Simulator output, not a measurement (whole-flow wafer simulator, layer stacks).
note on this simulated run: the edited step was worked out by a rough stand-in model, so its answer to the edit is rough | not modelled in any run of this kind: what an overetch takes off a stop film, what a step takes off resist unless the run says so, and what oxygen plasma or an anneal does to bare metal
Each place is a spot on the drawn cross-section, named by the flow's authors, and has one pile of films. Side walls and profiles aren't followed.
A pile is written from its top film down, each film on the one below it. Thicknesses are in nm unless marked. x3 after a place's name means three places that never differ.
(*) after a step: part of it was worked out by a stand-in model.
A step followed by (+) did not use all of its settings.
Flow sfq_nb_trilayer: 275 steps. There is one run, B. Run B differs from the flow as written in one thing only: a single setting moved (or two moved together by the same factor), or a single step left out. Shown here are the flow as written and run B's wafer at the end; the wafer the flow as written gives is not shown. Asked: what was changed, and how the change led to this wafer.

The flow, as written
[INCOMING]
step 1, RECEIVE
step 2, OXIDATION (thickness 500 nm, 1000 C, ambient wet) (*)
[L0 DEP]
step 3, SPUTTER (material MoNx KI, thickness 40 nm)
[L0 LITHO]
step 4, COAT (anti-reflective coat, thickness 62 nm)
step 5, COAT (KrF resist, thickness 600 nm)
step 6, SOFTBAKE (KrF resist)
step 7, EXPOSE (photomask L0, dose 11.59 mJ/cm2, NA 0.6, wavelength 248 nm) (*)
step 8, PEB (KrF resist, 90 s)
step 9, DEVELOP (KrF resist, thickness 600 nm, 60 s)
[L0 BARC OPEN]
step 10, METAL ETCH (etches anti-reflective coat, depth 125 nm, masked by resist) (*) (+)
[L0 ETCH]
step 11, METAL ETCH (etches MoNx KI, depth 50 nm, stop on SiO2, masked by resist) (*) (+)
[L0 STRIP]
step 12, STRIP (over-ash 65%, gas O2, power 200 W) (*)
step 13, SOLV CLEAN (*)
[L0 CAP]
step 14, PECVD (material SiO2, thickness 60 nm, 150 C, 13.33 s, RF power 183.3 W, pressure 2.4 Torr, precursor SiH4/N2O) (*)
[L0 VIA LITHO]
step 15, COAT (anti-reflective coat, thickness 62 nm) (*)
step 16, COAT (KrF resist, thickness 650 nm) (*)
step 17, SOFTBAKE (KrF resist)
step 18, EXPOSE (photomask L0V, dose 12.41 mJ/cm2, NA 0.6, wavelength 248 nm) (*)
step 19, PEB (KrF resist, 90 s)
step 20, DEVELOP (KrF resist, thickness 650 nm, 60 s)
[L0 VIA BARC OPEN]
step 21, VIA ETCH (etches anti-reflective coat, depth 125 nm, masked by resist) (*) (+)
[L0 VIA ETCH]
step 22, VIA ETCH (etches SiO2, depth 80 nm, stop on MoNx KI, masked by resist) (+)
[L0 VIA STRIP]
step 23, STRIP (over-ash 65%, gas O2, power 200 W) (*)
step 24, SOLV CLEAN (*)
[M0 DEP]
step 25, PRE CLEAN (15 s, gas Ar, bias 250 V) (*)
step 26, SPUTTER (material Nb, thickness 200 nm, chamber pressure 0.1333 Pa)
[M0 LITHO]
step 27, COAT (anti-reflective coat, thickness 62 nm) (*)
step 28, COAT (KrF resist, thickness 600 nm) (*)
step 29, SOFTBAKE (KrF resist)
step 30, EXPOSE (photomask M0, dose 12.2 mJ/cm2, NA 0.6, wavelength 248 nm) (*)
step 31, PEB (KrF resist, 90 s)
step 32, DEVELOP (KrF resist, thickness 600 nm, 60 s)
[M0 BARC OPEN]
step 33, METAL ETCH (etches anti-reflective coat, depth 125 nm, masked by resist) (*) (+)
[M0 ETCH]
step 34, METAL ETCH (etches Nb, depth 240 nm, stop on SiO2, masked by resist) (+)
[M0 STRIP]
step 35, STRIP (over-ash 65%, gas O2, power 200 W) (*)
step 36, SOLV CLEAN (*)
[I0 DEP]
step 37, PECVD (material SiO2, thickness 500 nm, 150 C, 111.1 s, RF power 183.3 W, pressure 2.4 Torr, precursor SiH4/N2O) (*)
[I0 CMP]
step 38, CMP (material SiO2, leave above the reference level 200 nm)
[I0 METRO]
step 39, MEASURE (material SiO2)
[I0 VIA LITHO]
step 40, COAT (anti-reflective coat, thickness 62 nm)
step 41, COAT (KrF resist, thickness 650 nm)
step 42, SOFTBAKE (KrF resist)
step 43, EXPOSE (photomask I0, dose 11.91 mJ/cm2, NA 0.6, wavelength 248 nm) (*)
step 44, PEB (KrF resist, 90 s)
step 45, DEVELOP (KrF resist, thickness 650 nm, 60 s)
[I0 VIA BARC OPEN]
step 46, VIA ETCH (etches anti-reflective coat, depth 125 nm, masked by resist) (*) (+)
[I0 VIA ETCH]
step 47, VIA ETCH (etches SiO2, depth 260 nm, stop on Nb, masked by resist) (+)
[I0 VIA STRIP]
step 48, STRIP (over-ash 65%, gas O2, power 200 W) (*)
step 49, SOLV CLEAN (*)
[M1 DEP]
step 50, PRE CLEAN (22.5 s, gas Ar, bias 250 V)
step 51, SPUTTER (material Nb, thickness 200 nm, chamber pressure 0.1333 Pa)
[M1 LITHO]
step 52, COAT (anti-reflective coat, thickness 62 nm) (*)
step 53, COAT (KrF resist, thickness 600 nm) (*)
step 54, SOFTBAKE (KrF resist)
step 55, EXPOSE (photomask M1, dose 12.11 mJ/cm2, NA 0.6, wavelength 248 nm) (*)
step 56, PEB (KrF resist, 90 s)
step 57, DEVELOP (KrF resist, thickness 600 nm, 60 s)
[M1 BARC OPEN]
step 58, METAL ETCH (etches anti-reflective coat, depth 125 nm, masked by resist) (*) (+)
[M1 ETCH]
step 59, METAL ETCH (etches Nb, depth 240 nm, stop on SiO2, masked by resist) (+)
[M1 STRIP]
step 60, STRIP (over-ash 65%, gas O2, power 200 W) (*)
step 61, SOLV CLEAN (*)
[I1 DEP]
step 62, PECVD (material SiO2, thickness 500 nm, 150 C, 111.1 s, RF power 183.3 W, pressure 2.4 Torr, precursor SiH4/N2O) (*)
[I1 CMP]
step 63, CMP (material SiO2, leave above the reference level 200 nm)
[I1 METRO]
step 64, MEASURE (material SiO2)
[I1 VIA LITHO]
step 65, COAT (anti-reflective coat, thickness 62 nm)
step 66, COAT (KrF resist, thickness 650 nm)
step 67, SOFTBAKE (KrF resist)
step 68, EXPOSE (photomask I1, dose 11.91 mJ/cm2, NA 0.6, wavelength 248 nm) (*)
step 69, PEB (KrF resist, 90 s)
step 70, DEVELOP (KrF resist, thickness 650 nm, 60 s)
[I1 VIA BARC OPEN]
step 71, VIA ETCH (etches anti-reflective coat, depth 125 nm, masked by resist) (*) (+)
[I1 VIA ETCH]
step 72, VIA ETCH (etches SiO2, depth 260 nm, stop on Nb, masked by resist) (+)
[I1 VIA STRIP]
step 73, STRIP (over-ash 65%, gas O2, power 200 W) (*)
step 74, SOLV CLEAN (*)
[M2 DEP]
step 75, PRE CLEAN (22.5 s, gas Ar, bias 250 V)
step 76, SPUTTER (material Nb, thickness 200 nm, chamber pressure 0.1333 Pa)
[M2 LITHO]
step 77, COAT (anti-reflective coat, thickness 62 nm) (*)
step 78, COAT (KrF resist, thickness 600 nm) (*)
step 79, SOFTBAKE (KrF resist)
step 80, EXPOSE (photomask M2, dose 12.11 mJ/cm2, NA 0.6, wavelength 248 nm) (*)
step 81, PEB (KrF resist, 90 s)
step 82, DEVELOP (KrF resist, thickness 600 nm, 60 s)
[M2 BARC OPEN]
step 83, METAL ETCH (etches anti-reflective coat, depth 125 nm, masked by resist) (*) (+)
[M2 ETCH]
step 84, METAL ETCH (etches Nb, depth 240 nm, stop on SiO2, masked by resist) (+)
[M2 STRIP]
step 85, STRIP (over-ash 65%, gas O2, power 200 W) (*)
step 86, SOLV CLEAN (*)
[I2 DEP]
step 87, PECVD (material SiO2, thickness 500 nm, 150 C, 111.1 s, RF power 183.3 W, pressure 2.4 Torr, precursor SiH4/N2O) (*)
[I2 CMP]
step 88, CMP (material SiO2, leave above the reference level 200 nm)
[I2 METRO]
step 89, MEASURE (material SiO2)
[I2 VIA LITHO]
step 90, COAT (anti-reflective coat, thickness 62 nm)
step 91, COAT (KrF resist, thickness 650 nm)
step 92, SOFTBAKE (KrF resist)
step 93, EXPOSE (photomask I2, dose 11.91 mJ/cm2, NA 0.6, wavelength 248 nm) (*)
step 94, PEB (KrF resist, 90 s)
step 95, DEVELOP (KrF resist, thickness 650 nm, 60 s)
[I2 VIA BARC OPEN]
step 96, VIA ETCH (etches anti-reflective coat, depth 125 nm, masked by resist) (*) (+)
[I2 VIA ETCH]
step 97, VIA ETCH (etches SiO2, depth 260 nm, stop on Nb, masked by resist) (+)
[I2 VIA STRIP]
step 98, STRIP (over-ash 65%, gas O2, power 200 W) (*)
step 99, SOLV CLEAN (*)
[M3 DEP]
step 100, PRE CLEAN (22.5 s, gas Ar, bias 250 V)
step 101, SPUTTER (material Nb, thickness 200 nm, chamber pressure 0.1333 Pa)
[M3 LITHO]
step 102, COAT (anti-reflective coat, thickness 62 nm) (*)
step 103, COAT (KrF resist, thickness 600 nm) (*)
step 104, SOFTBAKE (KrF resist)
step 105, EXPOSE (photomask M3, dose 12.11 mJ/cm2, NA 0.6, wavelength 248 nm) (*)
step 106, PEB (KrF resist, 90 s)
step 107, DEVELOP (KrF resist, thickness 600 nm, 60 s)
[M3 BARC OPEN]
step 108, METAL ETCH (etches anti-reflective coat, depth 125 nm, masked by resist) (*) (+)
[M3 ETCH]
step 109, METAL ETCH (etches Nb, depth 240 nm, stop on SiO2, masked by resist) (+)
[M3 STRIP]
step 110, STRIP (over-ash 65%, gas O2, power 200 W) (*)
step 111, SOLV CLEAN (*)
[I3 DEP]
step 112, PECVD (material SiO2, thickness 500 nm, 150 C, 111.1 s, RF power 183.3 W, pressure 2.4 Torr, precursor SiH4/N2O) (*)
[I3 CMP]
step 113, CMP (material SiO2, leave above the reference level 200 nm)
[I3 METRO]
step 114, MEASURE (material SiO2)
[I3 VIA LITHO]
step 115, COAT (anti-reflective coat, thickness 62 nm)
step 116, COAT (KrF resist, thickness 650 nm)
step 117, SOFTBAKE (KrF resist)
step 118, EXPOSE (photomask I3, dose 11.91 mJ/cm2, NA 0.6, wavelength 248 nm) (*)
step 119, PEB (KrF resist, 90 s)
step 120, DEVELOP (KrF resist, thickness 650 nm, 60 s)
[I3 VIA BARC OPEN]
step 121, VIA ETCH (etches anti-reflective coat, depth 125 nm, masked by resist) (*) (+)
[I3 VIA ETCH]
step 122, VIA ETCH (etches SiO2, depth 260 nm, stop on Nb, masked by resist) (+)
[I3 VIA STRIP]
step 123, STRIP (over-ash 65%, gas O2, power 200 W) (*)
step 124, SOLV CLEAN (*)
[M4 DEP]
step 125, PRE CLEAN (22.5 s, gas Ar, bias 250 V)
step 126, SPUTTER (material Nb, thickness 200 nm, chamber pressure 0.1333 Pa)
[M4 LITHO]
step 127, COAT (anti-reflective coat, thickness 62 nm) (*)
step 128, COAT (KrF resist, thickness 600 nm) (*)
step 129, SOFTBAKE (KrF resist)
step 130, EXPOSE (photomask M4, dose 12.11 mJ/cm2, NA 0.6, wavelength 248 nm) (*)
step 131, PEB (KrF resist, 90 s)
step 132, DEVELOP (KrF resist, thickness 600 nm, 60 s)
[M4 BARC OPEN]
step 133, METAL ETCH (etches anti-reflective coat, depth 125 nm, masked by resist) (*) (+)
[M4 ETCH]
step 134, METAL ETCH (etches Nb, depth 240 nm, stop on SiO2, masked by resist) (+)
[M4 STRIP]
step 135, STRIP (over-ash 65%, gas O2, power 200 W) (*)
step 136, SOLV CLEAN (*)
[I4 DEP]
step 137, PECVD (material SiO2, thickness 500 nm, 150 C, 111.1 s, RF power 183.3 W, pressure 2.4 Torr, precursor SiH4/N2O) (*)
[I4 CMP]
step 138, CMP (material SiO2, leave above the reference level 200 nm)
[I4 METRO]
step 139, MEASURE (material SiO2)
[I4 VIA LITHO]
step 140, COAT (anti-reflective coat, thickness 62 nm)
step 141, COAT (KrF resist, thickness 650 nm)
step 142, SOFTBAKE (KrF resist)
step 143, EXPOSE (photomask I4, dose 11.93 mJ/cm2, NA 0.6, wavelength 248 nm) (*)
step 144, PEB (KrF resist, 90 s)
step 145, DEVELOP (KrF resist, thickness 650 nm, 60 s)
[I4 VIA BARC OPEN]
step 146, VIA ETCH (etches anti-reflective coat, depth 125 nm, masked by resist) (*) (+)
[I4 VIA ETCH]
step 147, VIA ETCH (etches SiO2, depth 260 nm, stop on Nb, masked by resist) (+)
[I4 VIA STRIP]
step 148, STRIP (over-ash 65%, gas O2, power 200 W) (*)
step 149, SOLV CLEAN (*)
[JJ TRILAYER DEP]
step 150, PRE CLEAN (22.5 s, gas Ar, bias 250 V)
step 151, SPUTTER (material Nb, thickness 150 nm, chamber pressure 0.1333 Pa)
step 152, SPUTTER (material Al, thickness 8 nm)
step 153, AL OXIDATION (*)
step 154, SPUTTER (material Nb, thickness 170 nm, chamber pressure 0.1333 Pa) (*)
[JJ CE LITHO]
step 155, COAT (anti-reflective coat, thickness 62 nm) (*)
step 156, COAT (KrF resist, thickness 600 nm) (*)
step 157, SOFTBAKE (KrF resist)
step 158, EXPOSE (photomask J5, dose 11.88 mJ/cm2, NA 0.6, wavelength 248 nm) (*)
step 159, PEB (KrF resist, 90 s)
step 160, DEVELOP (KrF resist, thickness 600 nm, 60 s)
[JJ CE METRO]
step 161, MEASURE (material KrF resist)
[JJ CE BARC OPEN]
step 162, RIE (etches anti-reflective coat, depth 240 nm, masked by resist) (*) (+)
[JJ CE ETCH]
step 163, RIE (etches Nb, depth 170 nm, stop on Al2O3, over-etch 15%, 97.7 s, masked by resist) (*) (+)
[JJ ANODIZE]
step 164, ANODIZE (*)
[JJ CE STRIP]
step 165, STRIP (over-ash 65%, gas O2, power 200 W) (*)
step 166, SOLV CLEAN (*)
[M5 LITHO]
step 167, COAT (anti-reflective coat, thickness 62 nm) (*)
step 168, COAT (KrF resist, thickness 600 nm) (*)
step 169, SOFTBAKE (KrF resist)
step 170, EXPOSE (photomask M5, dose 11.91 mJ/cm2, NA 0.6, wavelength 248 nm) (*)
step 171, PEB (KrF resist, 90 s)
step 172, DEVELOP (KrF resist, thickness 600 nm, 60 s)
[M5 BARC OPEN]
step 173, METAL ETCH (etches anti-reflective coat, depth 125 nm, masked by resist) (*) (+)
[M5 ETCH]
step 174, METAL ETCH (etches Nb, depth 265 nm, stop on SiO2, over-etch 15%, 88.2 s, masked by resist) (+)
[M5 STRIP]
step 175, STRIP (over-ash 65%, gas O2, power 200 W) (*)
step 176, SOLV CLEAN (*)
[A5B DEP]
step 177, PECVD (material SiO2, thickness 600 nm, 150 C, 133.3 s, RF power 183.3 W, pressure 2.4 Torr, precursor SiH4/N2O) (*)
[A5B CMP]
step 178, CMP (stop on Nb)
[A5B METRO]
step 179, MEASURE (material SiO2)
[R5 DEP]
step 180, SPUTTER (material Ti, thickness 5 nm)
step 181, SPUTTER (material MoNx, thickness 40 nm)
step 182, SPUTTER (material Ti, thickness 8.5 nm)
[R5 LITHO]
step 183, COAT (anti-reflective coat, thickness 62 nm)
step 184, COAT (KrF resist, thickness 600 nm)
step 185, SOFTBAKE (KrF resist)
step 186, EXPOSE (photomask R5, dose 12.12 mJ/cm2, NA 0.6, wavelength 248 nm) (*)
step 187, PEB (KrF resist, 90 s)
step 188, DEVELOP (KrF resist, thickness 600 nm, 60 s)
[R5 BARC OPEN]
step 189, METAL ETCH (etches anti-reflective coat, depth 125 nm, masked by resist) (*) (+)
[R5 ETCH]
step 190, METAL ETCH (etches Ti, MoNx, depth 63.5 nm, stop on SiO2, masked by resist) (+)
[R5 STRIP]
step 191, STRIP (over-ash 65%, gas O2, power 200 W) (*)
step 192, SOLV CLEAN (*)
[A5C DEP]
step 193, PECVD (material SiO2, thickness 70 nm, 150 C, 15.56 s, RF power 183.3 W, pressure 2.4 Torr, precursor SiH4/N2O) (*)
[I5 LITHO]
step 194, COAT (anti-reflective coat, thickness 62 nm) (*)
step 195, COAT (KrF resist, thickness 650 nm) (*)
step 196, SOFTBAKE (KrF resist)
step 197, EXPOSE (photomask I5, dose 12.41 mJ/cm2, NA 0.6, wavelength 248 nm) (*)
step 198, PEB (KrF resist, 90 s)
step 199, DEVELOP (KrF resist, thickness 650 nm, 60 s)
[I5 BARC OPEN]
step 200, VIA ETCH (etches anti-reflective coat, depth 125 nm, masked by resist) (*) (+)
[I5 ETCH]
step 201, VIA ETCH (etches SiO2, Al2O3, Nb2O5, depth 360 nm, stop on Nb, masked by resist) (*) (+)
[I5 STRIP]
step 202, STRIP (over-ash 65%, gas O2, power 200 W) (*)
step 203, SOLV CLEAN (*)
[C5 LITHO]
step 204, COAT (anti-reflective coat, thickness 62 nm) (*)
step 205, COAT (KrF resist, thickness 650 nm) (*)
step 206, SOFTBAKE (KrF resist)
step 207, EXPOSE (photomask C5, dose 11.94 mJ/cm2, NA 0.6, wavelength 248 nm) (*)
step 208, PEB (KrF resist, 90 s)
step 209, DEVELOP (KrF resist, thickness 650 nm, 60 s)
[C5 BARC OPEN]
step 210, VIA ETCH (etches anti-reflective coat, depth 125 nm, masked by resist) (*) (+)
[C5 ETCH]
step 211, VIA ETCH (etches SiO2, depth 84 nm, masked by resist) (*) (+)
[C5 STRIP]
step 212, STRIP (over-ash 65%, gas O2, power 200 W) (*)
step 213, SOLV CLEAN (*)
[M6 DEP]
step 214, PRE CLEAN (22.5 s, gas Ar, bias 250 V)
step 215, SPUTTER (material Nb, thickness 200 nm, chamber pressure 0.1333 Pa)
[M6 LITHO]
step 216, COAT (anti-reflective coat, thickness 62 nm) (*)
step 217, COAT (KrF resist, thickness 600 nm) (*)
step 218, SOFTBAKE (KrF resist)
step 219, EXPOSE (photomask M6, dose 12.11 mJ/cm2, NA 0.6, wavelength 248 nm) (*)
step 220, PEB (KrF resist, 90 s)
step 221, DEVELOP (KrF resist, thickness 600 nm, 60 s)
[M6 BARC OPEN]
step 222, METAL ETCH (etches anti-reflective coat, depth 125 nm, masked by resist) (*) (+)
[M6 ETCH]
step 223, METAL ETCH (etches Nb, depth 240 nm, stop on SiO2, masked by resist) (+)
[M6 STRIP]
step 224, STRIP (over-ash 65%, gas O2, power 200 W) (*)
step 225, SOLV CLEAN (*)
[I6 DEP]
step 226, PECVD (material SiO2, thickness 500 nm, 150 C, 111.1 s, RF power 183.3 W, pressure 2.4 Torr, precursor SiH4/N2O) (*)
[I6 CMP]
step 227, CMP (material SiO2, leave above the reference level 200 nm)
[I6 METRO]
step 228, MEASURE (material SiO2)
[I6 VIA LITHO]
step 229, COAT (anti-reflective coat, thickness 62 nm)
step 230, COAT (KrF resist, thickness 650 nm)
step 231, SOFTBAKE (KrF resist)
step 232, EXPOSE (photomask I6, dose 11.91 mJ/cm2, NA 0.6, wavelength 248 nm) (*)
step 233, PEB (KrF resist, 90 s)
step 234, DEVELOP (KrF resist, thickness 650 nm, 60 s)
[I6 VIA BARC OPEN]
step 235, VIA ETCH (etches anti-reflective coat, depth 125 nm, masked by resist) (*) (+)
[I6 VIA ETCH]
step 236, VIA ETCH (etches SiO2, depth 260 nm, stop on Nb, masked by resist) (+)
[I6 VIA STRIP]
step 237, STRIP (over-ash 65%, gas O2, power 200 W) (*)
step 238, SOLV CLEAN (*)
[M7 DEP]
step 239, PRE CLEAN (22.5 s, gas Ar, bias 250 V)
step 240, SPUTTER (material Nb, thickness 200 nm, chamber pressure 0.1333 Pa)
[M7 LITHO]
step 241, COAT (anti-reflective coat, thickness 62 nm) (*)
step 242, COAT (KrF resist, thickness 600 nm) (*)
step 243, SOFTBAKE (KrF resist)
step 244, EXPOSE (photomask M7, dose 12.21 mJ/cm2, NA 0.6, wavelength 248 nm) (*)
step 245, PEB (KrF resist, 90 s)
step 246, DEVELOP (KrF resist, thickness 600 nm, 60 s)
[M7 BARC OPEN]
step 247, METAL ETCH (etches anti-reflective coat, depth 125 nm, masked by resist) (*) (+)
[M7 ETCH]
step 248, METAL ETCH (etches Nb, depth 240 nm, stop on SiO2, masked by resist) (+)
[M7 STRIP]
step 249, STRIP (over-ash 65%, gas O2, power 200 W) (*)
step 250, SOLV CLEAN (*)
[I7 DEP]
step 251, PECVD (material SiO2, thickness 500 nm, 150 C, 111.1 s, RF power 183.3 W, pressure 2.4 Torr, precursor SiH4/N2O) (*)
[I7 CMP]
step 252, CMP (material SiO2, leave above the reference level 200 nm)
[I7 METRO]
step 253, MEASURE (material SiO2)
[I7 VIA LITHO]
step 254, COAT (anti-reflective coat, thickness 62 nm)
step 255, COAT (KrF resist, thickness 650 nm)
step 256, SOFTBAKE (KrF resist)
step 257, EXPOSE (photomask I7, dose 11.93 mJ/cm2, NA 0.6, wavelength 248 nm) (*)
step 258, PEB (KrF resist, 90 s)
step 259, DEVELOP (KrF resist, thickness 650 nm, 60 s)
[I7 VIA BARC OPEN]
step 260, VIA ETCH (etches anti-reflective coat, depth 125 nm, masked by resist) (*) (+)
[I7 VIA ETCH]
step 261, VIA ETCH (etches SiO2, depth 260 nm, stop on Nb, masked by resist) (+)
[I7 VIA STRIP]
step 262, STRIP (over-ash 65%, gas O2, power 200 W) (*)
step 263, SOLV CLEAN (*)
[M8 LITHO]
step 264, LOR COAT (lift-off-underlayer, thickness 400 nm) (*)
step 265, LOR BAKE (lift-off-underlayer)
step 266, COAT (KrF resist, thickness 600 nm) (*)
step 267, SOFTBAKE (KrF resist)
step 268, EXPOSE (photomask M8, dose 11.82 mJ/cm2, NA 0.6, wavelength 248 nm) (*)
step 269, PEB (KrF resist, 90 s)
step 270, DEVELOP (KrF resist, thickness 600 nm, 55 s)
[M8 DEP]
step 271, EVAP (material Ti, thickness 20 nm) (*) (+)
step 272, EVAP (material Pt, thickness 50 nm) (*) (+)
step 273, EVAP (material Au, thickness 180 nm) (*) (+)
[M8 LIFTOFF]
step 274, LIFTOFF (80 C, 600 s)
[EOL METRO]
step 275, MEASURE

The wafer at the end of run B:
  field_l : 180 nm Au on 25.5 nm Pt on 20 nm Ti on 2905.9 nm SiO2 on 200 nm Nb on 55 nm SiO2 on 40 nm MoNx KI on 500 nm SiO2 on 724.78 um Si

Cause: step 272, EVAP: thickness 25.5 nm was run, though the flow has thickness 50 nm.
The wafer itself shows it: field_l has Pt 25.5, and step 272 as written asks for 50 nm.

Step by step, how the change led to this:
  step 272, EVAP (material Pt, thickness 50 nm) (*) (+)
      field_l, v_sur, via_wl and 103 more: +25.5 Pt (new film) (as written it would have been: +50 Pt (new film))
  step 274, LIFTOFF (80 C, 600 s)
      p4_fl, p4_fm, p4_w1 and 71 more: -180 Au (all of it), -25.5 Pt (all of it), -20 Ti (all of it), -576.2 KrF resist (all of it), -400 lift-off-underlayer (all of it) (as written it would have been: -180 Au (all of it), -50 Pt (all of it), -20 Ti (all of it), -576.2 KrF resist (all of it), -400 lift-off-underlayer (all of it))
      c5j, ce_r: -180 Au (all of it), -25.5 Pt (all of it), -20 Ti (all of it), -573.3 KrF resist (all of it), -399.3 lift-off-underlayer (all of it) (as written it would have been: -180 Au (all of it), -50 Pt (all of it), -20 Ti (all of it), -573.3 KrF resist (all of it), -399.3 lift-off-underlayer (all of it))
      (and at 19 other places as well)
